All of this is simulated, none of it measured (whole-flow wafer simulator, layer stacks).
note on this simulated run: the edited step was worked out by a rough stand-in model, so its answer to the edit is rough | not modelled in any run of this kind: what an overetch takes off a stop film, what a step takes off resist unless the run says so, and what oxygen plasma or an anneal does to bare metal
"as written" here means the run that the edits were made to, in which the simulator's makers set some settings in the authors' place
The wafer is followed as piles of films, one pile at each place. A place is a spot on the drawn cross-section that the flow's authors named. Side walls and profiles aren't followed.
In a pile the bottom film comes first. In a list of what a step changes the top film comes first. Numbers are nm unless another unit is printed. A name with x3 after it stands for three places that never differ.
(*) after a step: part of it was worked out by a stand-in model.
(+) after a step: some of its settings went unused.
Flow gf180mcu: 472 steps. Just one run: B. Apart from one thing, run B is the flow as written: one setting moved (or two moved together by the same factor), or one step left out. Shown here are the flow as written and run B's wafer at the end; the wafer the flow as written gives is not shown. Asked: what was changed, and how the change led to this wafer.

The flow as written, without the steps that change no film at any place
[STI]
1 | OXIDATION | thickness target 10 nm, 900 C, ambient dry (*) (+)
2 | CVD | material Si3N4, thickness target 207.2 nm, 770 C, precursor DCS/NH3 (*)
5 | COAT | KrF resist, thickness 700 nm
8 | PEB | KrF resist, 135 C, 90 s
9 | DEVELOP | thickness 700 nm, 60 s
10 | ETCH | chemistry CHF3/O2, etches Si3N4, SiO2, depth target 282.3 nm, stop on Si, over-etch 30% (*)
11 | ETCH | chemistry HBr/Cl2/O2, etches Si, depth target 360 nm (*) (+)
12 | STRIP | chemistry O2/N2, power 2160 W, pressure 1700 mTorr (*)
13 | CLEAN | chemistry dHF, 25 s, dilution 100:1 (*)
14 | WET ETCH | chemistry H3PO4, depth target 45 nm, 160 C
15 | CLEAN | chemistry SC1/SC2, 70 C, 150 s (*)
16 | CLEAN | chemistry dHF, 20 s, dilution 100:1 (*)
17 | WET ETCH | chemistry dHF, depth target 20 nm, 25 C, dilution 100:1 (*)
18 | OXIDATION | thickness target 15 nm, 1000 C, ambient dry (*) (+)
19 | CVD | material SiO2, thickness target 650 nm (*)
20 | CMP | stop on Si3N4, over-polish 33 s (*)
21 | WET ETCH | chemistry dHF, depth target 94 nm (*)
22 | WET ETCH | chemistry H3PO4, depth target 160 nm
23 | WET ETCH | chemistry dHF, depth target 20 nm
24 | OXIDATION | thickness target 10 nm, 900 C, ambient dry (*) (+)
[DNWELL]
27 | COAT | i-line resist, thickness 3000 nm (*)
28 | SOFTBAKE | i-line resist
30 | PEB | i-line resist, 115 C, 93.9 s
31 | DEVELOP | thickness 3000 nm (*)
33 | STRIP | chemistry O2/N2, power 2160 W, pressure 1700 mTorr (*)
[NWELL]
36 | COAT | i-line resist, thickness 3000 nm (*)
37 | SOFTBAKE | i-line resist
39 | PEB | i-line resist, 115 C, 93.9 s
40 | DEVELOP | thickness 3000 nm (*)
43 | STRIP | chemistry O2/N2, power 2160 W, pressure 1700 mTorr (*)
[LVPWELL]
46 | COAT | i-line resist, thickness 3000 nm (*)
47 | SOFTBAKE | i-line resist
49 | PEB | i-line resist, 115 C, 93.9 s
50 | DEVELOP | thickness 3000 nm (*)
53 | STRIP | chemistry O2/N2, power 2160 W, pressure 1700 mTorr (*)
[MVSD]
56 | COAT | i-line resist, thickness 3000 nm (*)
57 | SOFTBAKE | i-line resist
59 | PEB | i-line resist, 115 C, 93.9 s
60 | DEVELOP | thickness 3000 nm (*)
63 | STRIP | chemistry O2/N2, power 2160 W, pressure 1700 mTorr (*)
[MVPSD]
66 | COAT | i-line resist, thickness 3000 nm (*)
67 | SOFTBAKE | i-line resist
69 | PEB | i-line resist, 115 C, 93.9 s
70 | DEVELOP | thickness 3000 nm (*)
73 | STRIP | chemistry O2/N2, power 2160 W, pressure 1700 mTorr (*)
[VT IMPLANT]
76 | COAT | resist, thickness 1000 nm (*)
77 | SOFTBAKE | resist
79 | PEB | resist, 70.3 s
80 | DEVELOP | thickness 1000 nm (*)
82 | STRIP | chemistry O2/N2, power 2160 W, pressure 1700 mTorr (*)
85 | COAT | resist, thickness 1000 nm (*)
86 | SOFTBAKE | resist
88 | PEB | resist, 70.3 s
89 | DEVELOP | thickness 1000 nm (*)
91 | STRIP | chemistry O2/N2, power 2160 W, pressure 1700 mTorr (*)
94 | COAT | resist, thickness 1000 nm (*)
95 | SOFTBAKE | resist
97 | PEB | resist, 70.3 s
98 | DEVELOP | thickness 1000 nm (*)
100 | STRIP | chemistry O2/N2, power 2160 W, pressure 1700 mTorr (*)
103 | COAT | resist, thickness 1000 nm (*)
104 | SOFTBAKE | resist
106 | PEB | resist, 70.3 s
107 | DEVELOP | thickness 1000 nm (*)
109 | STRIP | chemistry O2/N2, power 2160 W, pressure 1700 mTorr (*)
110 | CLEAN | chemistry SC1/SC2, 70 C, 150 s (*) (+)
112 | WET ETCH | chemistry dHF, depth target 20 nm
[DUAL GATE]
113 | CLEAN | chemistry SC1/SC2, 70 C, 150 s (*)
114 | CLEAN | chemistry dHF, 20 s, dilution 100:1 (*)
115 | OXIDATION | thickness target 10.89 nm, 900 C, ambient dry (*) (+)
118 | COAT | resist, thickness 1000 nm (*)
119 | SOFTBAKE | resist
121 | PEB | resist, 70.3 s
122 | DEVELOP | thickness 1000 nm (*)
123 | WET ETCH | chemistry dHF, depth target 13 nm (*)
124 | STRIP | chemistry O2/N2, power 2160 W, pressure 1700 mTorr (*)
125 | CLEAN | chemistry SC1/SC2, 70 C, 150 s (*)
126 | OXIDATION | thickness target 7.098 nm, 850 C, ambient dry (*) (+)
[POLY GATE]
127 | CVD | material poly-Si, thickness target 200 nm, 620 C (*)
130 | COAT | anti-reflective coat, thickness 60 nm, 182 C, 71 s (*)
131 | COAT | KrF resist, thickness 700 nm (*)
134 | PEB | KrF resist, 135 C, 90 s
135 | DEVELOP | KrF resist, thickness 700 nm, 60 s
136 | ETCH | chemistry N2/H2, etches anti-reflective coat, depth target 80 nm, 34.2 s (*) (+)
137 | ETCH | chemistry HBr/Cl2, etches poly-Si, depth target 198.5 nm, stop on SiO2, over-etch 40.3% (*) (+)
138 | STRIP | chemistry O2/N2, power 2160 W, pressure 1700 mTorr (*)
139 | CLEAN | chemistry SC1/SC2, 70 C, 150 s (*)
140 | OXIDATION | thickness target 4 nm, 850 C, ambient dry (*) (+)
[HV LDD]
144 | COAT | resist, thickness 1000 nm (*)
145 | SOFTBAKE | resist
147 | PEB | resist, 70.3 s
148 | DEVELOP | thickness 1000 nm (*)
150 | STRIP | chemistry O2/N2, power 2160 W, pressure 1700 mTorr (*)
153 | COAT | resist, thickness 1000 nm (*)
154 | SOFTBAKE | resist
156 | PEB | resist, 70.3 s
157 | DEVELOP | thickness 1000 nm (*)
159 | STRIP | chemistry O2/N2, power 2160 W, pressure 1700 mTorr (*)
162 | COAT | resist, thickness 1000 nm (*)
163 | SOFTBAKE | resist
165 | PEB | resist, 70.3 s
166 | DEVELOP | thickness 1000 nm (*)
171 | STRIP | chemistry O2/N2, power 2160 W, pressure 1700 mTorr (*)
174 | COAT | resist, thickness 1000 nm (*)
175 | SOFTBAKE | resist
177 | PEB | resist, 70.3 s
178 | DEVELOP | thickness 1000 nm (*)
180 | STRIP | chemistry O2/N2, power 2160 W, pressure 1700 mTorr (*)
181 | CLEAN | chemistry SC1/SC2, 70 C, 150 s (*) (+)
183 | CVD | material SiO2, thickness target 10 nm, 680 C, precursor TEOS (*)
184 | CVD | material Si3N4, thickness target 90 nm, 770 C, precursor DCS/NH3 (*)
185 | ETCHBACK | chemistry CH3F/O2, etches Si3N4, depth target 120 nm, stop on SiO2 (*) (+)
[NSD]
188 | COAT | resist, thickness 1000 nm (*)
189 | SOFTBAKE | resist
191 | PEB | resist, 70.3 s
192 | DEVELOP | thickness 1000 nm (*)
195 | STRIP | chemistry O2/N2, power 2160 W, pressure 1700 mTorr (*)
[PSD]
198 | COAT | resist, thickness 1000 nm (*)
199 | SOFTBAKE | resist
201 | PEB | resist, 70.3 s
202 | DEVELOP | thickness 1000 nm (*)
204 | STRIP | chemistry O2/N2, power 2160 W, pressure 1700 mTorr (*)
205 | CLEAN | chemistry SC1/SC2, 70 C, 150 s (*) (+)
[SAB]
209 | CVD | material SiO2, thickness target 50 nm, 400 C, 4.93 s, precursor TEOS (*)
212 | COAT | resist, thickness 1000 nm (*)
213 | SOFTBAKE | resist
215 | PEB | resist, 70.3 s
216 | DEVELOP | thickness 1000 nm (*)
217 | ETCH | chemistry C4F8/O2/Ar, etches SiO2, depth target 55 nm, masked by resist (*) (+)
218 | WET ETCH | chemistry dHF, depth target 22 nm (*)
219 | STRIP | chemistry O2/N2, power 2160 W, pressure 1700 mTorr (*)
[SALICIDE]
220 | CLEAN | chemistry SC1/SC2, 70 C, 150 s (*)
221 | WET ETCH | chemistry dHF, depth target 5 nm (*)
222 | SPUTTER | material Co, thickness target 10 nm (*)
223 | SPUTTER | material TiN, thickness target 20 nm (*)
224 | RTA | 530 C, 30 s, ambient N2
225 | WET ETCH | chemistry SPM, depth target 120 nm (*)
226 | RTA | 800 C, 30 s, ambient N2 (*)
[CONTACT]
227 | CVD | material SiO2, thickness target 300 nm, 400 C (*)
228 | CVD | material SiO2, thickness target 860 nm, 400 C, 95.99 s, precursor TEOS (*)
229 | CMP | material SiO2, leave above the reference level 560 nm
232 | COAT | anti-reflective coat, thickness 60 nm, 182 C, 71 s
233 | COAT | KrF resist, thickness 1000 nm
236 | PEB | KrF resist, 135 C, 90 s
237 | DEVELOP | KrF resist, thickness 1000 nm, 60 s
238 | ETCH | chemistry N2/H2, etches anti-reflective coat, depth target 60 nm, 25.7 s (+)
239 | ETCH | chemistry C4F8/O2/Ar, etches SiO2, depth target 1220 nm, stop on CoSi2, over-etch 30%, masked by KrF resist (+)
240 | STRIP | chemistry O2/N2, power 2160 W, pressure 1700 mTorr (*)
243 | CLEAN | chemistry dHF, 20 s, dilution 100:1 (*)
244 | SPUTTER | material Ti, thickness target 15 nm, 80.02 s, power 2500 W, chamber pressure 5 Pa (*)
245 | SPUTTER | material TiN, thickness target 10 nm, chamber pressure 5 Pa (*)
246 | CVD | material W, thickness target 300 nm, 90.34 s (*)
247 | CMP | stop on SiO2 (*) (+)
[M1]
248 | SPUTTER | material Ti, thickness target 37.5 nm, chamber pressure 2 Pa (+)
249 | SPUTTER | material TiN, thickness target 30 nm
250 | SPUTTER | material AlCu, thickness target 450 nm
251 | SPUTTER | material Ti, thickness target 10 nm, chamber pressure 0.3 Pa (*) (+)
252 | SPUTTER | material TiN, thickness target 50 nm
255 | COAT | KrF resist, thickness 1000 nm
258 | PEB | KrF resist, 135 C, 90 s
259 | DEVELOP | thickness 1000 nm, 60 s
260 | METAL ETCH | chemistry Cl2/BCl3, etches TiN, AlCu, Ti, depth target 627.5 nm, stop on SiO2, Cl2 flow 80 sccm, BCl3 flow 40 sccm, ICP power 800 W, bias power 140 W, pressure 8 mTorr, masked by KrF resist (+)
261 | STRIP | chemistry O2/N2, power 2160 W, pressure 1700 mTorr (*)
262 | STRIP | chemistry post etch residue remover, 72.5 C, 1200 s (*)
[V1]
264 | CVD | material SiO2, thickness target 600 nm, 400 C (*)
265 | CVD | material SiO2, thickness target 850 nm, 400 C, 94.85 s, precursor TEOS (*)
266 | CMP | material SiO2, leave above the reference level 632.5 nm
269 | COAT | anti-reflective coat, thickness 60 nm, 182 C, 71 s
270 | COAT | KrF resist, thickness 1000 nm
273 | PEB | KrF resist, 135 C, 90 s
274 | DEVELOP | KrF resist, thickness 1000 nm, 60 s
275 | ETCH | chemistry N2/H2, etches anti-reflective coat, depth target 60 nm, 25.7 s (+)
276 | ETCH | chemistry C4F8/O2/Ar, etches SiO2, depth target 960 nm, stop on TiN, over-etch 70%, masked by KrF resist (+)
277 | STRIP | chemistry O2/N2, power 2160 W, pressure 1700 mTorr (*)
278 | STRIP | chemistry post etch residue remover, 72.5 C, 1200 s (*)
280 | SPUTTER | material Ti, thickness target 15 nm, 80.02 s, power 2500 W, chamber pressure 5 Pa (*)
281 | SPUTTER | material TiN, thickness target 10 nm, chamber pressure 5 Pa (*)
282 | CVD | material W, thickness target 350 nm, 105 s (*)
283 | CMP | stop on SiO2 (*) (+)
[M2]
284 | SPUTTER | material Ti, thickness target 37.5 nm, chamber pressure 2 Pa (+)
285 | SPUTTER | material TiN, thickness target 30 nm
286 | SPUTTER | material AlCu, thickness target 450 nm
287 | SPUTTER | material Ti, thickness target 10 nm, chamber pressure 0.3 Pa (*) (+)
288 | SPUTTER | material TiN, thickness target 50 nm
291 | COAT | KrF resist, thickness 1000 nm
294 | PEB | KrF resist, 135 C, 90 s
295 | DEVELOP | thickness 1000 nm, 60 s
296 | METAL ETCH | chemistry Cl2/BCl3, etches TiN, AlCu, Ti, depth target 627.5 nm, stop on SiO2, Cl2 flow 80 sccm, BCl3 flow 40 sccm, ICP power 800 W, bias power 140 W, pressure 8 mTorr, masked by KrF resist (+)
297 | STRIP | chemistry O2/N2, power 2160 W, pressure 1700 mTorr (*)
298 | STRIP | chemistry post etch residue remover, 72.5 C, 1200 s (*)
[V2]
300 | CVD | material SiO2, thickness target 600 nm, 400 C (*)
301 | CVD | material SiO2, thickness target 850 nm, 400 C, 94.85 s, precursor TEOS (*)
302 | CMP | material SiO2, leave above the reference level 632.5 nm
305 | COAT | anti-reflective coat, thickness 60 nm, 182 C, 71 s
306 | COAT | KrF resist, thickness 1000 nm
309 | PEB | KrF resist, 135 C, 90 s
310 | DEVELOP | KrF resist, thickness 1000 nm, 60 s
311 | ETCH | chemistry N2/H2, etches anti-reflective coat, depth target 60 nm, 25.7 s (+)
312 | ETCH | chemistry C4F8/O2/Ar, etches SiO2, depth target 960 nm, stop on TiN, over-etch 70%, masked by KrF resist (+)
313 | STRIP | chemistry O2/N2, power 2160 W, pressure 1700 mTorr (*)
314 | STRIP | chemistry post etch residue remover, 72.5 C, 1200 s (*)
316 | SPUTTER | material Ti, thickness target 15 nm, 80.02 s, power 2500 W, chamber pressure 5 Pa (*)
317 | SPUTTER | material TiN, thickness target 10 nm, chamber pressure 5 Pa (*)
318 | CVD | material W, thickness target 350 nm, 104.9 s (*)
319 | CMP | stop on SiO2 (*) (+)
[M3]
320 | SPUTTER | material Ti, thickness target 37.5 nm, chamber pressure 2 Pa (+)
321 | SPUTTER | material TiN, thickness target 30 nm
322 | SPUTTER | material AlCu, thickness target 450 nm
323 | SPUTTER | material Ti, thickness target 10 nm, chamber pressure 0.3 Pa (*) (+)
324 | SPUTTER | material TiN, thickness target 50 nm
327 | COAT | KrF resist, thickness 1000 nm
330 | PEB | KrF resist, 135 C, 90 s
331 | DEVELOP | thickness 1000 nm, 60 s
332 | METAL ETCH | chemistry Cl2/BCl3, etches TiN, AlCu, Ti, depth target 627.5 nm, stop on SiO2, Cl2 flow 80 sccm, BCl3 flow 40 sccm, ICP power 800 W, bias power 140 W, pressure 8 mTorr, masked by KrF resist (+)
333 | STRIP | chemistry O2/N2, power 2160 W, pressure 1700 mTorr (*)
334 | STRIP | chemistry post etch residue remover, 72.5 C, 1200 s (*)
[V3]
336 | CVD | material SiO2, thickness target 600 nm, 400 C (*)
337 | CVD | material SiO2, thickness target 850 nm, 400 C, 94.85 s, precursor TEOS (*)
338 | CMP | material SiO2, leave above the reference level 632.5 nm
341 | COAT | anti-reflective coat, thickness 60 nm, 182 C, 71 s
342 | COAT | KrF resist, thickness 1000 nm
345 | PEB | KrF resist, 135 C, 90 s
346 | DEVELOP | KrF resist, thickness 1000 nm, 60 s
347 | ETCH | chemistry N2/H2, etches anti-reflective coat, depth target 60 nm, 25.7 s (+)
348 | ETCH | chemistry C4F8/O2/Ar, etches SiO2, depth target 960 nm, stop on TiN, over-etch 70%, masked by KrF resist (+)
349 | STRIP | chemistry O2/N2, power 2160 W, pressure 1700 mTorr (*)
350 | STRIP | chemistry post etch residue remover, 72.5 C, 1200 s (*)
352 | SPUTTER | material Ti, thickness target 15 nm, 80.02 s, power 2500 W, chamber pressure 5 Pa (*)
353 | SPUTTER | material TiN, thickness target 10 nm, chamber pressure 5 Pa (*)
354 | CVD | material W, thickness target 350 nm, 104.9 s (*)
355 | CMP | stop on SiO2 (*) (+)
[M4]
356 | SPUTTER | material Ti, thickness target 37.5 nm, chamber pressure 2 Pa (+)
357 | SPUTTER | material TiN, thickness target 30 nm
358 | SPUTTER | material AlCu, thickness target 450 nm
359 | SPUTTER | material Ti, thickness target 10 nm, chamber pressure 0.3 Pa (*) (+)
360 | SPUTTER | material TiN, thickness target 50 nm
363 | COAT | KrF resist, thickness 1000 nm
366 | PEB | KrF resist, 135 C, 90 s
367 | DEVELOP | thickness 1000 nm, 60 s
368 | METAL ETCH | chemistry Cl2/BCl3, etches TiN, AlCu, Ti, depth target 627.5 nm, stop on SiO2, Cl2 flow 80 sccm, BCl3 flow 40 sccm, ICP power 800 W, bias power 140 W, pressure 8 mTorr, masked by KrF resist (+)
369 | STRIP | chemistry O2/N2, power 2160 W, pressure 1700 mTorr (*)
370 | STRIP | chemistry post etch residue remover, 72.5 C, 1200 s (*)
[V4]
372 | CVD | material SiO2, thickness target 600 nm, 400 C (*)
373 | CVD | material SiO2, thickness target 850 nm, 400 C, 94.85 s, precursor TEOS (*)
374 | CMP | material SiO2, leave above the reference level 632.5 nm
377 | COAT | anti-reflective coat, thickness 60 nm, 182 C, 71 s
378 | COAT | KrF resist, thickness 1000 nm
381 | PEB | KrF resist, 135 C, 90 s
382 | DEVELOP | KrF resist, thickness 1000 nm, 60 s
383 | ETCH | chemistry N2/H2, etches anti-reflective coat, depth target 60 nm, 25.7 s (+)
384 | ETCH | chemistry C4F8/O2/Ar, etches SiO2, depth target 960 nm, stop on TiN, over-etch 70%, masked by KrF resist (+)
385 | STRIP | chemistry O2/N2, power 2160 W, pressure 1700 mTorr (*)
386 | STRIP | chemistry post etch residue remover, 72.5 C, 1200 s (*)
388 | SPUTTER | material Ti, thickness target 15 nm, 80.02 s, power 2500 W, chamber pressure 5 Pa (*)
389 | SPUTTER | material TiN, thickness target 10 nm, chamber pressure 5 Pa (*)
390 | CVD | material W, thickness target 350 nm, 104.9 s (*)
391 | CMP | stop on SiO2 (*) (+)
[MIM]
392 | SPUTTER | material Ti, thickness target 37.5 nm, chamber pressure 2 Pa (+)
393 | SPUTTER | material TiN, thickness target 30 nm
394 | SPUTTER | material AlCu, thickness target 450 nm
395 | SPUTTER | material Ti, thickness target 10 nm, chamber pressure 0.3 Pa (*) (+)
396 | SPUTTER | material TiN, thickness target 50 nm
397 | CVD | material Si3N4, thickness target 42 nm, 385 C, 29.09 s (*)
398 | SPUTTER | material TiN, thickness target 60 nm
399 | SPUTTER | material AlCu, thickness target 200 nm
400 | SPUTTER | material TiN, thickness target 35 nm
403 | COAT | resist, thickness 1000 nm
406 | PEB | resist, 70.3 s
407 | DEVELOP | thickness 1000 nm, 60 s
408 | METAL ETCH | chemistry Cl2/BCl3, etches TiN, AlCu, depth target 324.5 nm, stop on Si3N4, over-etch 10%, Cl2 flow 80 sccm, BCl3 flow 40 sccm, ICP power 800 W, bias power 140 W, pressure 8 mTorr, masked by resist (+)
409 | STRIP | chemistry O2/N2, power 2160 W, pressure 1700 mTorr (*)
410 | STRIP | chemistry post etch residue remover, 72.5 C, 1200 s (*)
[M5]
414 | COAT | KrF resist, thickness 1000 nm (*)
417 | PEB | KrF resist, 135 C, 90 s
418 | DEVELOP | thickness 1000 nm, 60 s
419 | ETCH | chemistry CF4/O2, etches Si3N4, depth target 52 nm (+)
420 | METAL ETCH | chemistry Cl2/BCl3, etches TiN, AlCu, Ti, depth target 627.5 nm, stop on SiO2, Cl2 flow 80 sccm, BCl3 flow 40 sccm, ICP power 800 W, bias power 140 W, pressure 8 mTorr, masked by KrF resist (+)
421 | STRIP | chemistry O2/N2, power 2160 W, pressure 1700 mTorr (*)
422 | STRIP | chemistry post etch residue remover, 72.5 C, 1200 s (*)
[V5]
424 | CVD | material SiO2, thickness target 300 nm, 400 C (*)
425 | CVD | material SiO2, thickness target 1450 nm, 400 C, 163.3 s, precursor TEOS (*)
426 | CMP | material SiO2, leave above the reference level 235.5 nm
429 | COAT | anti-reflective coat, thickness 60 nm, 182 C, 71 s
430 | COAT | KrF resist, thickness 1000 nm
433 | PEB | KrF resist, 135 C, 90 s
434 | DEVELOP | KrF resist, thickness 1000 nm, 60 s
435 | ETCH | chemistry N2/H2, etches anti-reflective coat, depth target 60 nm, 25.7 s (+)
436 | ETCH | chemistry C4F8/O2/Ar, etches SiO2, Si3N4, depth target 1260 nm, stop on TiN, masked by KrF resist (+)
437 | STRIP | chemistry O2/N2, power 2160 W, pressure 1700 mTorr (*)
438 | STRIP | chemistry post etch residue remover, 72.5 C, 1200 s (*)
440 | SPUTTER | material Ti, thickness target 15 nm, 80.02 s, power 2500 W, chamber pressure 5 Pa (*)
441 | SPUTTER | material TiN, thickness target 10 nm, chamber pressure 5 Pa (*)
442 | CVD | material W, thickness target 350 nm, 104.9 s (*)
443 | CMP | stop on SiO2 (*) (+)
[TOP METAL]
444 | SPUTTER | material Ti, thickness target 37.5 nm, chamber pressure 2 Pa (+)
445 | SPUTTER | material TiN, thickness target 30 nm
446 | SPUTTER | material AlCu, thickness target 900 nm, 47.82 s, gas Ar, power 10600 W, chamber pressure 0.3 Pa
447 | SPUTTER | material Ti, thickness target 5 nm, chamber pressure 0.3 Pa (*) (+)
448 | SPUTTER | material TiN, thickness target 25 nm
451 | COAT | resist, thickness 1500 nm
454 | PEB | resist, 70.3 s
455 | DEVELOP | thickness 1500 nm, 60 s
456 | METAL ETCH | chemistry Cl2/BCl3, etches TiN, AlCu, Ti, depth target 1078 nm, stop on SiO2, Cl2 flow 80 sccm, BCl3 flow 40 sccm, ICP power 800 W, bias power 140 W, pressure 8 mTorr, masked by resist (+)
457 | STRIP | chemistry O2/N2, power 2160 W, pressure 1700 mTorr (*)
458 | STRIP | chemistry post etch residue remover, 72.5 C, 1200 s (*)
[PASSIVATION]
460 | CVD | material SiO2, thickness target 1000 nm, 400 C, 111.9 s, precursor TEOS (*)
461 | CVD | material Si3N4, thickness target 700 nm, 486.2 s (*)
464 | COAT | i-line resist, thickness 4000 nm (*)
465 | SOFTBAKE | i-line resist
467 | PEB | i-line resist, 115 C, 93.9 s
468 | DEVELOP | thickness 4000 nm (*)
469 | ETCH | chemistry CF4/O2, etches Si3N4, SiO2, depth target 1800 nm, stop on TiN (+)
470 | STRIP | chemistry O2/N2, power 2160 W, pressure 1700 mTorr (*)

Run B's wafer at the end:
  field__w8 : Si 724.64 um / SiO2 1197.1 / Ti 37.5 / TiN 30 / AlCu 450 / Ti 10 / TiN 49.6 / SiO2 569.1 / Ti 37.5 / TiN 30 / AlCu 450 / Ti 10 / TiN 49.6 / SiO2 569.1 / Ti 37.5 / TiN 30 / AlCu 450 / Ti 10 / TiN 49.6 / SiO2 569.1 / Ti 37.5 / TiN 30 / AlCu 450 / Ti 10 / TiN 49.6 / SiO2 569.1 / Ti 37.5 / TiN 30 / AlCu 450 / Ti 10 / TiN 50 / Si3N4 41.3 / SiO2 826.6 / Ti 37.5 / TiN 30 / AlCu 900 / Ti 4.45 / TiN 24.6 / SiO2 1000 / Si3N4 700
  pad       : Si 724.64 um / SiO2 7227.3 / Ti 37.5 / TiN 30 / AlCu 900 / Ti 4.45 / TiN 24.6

What caused this: step 447, SPUTTER: thickness target 4.45 nm was run, while the flow as written has thickness target 5 nm.
The wafer lets one read it off: field__w8 has Ti 4.45, and step 447 as written asks for 5 nm.

Step by step, how the change led to this:
  447 | SPUTTER | material Ti, thickness target 5 nm, chamber pressure 0.3 Pa (*) (+)
      field, field__w1, field__w2 and 109 more: Ti gains 4.45 (new film) (it would be, as written: Ti gains 5 (new film))
  456 | METAL ETCH | chemistry Cl2/BCl3, etches TiN, AlCu, Ti, depth target 1078 nm, stop on SiO2, Cl2 flow 80 sccm, BCl3 flow 40 sccm, ICP power 800 W, bias power 140 W, pressure 8 mTorr, masked by resist (+)
      field, field__w1, field__w2 and 103 more: TiN loses 25 (all of it), Ti loses 4.45 (all of it), AlCu loses 900 (all of it), TiN loses 30 (all of it), Ti loses 37.5 (all of it) (it would be, as written: TiN loses 25 (all of it), Ti loses 5 (all of it), AlCu loses 900 (all of it), TiN loses 30 (all of it), Ti loses 37.5 (all of it))
